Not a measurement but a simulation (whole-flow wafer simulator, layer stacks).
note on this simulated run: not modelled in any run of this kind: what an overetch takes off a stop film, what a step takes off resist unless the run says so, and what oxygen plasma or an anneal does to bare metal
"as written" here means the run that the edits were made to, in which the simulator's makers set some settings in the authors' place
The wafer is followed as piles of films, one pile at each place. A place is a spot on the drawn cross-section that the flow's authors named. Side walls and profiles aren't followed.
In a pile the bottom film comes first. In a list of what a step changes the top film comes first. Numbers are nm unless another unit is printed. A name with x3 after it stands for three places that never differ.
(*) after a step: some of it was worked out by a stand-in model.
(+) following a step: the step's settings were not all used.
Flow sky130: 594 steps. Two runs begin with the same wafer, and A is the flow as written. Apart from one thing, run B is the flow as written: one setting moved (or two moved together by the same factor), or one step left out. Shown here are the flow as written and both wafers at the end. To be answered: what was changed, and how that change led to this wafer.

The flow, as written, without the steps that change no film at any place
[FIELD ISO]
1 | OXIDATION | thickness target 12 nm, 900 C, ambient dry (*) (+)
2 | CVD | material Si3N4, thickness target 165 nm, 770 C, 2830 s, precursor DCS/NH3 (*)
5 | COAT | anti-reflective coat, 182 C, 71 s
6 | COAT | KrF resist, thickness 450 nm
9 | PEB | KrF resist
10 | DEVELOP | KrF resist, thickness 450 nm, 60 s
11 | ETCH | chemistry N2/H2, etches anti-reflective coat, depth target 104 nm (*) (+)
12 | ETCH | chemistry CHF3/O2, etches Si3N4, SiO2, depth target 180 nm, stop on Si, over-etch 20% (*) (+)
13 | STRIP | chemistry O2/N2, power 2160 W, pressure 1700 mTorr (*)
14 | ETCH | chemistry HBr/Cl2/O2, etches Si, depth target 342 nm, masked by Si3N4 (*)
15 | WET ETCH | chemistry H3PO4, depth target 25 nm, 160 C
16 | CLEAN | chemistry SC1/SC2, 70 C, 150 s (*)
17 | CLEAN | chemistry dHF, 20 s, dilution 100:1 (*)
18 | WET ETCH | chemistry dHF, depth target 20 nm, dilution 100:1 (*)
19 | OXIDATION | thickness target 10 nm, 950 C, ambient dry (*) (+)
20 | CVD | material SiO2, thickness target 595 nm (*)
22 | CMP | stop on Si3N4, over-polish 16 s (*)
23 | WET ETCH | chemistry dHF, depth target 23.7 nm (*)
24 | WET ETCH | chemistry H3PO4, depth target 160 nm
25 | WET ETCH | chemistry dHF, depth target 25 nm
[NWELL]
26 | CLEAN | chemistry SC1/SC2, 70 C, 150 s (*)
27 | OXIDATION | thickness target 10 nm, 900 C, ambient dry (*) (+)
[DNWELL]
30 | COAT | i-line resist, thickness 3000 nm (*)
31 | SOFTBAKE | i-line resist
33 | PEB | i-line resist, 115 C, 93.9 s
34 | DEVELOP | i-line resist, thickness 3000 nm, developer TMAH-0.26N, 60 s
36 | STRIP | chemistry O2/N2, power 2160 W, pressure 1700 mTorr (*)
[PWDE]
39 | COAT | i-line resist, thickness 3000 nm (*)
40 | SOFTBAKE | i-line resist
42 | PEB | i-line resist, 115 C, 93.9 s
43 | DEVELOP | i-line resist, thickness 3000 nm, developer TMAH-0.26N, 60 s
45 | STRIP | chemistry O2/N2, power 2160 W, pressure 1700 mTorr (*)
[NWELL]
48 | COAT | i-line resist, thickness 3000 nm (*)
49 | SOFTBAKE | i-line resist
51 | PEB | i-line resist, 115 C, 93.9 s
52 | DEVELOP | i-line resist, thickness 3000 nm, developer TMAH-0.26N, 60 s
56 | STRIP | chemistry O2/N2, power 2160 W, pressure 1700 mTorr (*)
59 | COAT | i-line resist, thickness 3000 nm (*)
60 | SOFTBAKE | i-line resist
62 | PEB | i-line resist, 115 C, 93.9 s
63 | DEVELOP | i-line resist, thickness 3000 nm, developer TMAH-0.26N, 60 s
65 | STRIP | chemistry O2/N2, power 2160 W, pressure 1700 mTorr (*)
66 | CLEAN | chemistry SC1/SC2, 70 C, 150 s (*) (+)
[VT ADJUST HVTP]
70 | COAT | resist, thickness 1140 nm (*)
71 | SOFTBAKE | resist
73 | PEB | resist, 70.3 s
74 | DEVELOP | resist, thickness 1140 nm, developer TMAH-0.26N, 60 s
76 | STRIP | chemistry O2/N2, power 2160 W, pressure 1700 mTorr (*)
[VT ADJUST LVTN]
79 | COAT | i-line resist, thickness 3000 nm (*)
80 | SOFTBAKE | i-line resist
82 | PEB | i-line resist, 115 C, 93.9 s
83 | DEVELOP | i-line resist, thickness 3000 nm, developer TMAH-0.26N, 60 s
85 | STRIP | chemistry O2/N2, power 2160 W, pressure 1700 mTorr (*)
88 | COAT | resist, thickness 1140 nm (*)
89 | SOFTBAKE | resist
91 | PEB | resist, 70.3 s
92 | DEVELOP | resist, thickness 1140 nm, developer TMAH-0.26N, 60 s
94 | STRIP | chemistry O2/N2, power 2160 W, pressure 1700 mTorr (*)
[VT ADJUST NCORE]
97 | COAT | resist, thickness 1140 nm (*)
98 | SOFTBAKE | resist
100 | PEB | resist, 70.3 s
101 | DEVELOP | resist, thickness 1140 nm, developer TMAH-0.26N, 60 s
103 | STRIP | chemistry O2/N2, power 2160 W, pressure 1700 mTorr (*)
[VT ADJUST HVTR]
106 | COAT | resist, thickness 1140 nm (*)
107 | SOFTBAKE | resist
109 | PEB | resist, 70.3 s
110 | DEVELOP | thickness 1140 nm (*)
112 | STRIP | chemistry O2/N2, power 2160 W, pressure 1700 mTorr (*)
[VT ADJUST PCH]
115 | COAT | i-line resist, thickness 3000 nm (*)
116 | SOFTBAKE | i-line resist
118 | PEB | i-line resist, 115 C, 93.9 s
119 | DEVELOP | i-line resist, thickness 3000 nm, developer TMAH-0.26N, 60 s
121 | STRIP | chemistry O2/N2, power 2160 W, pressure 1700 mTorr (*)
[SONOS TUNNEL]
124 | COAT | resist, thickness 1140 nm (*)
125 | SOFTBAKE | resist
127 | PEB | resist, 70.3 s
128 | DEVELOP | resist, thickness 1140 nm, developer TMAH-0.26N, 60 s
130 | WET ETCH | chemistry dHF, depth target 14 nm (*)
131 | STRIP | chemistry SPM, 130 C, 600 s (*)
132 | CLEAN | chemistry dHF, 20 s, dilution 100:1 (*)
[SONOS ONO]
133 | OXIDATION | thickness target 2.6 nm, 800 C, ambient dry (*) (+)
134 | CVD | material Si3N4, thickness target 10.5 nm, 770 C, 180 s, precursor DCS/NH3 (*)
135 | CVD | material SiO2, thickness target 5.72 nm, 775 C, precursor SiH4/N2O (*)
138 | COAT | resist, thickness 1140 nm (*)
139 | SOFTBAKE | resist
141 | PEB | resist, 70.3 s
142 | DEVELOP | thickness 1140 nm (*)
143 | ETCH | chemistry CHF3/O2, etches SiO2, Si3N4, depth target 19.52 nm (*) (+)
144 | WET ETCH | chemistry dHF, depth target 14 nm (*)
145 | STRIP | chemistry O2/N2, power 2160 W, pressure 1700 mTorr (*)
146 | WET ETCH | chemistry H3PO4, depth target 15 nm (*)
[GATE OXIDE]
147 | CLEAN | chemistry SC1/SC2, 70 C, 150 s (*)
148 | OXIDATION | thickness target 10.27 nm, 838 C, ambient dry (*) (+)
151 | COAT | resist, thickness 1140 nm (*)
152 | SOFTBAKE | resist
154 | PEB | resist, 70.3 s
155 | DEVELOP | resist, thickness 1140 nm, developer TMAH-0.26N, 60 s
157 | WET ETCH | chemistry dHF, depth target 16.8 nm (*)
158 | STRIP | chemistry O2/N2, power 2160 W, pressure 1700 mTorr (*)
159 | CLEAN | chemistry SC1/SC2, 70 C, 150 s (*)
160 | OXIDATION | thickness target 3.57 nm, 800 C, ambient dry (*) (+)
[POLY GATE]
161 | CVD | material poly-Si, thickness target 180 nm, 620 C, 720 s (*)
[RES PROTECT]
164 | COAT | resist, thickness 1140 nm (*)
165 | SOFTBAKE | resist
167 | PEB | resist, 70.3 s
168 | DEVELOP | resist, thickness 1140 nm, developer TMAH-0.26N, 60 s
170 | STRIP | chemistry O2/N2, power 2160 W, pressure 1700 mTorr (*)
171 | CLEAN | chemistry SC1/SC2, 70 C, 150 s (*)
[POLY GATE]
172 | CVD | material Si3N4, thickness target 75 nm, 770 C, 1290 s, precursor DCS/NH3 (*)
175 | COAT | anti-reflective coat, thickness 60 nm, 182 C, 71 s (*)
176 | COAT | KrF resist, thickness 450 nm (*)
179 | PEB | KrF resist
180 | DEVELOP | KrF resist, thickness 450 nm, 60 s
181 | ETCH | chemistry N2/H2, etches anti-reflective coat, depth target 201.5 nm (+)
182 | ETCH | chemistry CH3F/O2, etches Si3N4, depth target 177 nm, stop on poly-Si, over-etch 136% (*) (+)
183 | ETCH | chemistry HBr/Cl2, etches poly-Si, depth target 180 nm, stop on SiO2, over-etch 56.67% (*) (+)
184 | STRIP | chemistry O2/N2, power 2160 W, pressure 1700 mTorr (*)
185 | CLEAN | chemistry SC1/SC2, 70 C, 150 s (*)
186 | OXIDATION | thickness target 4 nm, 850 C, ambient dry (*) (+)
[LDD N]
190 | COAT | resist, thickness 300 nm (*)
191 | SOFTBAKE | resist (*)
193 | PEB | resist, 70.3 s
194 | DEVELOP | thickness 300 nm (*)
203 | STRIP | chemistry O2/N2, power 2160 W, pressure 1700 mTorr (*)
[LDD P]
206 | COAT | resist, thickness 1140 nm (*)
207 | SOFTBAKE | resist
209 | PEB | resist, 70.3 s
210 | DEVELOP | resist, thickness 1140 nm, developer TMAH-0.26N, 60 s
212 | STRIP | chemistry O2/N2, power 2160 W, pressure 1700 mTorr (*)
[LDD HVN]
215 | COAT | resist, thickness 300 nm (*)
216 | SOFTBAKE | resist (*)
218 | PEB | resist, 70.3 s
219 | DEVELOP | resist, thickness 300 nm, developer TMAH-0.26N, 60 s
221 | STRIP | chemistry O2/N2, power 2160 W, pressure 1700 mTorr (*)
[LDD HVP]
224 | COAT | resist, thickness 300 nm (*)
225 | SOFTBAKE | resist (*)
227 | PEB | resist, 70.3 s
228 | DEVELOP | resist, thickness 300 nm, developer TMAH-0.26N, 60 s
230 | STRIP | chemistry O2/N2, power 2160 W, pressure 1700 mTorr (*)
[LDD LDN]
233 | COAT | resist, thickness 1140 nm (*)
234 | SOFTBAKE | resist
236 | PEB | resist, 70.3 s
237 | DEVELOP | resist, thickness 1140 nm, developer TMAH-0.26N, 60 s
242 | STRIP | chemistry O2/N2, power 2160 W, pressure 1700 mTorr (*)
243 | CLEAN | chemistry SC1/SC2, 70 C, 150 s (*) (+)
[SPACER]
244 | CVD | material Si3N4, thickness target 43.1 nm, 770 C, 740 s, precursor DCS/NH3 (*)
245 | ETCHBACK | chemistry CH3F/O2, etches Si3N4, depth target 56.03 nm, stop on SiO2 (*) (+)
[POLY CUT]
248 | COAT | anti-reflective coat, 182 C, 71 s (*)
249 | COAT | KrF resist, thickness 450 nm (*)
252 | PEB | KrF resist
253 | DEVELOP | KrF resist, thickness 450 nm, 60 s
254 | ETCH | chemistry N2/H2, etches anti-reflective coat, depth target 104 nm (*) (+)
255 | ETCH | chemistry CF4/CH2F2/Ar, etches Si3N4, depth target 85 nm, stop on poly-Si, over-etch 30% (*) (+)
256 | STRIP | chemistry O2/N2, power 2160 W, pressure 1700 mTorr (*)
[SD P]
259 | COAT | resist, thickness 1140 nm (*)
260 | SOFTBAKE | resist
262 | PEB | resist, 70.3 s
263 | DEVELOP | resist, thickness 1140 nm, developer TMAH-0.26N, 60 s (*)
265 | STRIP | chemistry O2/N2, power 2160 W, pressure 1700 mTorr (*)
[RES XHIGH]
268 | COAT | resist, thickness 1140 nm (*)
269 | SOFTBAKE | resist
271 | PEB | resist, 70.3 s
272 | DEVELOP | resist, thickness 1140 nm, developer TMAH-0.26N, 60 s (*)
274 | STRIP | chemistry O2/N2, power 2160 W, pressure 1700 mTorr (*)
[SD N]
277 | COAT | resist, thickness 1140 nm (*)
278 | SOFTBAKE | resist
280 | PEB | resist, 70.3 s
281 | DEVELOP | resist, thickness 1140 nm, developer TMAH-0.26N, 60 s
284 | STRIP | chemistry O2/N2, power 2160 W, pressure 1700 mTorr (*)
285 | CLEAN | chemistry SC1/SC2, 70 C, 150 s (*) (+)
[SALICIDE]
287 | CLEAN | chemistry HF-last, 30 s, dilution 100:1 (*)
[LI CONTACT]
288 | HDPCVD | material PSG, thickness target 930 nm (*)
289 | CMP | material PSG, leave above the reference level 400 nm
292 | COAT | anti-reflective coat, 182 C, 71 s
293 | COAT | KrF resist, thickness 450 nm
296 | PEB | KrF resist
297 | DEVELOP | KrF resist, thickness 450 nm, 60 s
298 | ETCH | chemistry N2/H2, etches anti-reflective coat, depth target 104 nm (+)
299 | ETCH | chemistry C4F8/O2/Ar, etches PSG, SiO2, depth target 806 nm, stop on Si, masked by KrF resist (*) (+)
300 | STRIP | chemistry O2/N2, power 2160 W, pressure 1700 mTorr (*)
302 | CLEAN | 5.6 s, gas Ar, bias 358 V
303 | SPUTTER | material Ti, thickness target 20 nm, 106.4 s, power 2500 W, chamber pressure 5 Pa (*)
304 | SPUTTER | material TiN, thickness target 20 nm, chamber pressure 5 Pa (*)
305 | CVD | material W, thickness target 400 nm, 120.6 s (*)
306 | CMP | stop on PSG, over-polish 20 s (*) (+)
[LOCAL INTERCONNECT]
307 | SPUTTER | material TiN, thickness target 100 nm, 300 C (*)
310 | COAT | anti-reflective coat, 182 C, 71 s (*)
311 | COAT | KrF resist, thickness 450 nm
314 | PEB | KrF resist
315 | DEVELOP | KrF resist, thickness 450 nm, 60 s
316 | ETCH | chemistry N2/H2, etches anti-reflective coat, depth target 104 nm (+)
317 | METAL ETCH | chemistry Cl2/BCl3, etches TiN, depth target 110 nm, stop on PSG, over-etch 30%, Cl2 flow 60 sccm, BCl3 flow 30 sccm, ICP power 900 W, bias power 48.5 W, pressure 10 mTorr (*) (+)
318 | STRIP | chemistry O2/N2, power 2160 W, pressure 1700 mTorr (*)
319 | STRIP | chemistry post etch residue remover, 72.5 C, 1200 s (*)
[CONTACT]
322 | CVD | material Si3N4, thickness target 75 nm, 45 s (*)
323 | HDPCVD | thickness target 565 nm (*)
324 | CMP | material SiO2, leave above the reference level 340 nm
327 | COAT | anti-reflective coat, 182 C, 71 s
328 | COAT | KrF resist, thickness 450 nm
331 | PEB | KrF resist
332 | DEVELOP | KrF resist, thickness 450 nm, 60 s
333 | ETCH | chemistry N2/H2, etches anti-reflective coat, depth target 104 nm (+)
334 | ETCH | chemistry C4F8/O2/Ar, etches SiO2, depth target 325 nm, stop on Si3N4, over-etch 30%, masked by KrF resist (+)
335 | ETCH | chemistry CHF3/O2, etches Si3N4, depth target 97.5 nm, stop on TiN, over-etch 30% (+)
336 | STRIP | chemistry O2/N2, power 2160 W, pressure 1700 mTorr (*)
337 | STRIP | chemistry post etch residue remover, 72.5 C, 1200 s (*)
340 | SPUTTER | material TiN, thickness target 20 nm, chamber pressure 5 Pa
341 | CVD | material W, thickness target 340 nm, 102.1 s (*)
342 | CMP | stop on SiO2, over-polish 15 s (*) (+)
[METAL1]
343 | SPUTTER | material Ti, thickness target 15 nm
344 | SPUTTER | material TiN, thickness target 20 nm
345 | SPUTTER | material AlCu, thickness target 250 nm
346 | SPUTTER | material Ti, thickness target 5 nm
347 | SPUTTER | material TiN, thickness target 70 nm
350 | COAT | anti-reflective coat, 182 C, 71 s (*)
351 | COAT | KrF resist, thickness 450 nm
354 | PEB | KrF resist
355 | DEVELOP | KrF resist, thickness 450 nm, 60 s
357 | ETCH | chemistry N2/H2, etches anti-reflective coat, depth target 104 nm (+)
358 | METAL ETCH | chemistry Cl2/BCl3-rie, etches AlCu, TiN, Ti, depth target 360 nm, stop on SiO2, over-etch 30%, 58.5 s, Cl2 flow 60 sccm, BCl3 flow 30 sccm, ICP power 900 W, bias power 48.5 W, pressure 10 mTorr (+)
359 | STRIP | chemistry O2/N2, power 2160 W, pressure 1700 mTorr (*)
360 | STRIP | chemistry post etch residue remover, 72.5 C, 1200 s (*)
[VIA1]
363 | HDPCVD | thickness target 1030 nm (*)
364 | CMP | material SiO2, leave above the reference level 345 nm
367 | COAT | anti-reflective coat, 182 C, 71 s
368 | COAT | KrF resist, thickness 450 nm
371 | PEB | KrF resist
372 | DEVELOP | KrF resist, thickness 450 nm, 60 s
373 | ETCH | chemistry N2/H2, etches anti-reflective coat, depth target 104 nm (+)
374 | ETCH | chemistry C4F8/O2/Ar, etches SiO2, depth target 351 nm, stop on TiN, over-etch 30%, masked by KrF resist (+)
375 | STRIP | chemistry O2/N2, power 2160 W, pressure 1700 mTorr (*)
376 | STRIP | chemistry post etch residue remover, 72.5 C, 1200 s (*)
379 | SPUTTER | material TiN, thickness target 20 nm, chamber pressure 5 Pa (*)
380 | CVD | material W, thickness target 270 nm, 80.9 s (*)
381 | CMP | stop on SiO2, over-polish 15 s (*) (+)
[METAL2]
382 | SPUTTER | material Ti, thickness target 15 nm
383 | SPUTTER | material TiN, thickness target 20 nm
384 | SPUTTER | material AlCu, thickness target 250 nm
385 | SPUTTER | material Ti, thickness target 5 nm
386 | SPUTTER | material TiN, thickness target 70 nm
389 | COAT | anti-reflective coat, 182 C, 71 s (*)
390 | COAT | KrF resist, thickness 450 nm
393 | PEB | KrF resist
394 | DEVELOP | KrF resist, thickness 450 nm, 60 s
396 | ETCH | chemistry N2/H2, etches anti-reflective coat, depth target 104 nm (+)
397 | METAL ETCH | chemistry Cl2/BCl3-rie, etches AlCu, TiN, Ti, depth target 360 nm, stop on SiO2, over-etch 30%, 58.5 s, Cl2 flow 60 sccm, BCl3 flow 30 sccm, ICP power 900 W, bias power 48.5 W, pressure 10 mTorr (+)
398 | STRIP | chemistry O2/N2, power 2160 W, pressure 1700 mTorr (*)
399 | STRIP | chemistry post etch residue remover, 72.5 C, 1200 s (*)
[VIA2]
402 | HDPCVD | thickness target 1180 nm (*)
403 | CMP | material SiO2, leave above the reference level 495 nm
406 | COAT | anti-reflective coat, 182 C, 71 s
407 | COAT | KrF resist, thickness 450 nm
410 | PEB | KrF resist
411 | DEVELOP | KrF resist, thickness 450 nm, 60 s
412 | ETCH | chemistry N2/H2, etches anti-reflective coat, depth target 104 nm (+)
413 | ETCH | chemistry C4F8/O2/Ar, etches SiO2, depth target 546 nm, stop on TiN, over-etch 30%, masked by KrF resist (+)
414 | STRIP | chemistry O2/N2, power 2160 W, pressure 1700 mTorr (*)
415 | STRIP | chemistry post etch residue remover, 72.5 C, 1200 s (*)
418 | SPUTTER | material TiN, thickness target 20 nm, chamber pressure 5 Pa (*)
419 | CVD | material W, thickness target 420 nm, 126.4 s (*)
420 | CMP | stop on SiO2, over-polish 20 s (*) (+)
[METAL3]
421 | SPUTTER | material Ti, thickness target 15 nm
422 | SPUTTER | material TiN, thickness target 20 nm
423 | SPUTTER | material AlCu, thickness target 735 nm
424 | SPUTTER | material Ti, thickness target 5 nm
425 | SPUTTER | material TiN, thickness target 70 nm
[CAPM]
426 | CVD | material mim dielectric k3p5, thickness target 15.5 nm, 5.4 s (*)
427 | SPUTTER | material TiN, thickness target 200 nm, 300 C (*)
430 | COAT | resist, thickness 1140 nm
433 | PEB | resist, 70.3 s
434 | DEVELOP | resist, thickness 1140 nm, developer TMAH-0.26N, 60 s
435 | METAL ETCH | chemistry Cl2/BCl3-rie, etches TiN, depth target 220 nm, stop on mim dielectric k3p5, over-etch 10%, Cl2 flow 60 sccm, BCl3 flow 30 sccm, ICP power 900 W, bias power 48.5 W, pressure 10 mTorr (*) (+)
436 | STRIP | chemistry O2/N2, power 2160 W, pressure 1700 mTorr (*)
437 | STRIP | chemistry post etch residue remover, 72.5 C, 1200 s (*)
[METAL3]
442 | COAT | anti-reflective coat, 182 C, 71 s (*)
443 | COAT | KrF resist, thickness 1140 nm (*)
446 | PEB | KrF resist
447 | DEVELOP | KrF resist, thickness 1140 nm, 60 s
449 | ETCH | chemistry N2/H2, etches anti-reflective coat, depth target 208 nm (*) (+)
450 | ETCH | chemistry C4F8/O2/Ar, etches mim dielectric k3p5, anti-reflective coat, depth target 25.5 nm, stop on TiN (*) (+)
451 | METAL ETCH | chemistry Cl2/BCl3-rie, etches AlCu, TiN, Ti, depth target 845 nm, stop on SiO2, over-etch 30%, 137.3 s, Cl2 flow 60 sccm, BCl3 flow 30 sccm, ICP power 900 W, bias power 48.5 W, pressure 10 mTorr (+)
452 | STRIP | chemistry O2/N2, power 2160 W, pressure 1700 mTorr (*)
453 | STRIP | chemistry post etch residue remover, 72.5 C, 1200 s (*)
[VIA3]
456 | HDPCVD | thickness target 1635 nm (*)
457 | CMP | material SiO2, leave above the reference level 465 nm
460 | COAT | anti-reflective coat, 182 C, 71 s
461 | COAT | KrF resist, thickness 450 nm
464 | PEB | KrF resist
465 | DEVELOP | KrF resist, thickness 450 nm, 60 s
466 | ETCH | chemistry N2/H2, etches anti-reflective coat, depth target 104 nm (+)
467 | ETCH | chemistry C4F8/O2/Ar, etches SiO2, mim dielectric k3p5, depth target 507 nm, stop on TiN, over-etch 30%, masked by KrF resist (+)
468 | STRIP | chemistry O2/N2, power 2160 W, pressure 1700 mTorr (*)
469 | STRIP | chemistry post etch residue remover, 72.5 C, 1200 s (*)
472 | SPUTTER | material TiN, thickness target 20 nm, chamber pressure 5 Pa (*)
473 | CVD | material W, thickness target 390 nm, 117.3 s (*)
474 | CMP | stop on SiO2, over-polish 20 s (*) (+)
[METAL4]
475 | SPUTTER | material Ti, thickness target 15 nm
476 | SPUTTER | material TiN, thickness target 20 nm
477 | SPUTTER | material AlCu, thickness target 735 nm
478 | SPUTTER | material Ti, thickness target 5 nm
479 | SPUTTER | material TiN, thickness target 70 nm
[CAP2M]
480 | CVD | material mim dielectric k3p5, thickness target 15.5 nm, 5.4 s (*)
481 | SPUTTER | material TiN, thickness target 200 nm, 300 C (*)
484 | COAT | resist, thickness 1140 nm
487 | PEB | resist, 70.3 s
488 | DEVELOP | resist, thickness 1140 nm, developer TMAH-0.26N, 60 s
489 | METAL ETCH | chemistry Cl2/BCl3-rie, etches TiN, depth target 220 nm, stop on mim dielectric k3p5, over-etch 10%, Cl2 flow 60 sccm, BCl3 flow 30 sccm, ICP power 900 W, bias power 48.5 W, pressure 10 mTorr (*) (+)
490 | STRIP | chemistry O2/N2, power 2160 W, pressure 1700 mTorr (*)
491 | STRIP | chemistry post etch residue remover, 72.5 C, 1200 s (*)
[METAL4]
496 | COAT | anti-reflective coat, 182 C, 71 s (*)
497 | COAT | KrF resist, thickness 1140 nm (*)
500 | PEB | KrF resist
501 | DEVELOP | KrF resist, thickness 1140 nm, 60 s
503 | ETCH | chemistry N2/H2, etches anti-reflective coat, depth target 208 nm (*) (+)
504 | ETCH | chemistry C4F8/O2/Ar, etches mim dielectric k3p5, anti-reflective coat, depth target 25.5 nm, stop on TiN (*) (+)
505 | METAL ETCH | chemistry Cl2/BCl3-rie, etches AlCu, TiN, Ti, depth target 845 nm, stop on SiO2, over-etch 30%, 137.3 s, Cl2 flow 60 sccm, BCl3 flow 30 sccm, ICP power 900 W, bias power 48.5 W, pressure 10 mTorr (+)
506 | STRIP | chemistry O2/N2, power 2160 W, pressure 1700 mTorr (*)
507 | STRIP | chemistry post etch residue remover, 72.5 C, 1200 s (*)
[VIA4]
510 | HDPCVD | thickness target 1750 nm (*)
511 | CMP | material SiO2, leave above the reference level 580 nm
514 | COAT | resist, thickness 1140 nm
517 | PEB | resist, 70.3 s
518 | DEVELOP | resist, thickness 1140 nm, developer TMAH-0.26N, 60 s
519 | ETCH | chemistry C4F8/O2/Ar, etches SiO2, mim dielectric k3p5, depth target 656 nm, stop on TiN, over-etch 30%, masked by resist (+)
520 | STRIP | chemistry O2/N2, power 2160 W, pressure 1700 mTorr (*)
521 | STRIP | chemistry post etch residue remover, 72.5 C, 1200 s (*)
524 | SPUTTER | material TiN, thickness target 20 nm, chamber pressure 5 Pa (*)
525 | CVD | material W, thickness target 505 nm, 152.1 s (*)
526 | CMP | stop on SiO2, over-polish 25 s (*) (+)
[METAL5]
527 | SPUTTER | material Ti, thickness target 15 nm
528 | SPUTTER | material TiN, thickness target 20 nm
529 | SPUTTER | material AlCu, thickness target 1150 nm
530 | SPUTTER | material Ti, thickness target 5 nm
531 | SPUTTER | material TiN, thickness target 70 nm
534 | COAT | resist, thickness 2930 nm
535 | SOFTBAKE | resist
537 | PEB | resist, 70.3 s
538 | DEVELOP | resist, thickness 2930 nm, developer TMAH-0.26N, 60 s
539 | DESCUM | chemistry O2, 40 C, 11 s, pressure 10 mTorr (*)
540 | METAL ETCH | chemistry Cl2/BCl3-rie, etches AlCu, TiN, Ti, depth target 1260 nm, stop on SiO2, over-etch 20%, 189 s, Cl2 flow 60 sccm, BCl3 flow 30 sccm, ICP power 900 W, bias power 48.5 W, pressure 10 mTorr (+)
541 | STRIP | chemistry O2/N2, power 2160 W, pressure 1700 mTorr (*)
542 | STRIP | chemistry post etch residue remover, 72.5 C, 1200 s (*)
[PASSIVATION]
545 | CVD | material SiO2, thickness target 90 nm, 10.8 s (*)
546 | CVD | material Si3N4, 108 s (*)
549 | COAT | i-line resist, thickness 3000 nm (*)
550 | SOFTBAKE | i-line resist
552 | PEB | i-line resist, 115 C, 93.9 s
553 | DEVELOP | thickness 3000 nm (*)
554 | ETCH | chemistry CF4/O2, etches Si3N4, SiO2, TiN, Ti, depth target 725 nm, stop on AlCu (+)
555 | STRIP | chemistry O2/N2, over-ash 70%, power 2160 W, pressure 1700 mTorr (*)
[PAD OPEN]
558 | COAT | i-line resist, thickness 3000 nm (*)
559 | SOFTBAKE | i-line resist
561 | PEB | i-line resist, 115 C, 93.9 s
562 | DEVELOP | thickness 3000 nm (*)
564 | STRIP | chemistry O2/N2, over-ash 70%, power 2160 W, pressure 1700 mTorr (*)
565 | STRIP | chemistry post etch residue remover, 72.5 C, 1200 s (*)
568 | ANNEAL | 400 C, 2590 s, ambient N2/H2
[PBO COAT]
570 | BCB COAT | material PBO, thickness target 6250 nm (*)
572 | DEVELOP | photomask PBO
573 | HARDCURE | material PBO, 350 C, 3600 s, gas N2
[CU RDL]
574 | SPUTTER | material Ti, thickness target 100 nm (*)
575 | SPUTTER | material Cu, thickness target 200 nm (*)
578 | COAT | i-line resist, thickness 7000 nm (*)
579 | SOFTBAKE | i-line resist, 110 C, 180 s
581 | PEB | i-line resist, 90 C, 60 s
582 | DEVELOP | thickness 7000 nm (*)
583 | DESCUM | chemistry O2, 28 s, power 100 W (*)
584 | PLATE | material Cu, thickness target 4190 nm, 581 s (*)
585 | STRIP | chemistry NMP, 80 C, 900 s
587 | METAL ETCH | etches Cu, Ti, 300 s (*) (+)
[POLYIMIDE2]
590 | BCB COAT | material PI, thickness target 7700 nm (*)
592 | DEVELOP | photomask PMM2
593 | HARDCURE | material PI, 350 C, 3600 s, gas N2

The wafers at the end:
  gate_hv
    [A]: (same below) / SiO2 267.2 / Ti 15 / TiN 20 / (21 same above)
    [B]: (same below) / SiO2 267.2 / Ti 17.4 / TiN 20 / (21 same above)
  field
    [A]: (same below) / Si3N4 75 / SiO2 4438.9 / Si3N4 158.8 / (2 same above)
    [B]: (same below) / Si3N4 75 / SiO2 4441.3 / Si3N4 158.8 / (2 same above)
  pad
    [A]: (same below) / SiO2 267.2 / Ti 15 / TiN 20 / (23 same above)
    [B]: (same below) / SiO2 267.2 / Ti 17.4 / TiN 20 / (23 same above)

What caused this: step 382, SPUTTER: thickness target 17.4 nm was run, though the flow has thickness target 15 nm.
The wafer lets one read it off: gate_hv has Ti 17.4, and step 382 as written asks for 15 nm.

How this came from the change, step by step:
  382 | SPUTTER | material Ti, thickness target 15 nm
      field, active, n_well and 188 more: A +15 Ti (new film) | B +17.4 Ti (new film)
  397 | METAL ETCH | chemistry Cl2/BCl3-rie, etches AlCu, TiN, Ti, depth target 360 nm, stop on SiO2, over-etch 30%, 58.5 s, Cl2 flow 60 sccm, BCl3 flow 30 sccm, ICP power 900 W, bias power 48.5 W, pressure 10 mTorr (+)
      field, active, gate and 82 more: A -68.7 TiN (all of it), -5 Ti (all of it), -250 AlCu (all of it), -20 TiN (all of it), -15 Ti (all of it), -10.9 SiO2 | B -68.7 TiN (all of it), -5 Ti (all of it), -250 AlCu (all of it), -20 TiN (all of it), -17.4 Ti (all of it), -10.7 SiO2
  550 | SOFTBAKE | i-line resist
      via1_hole: A -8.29 i-line resist | B -7.42 i-line resist
      via1_enc: A -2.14 i-line resist | B -1.33 i-line resist
  559 | SOFTBAKE | i-line resist
      via1_hole: A -8.29 i-line resist | B -7.42 i-line resist
      via1_enc: A -2.14 i-line resist | B -1.33 i-line resist
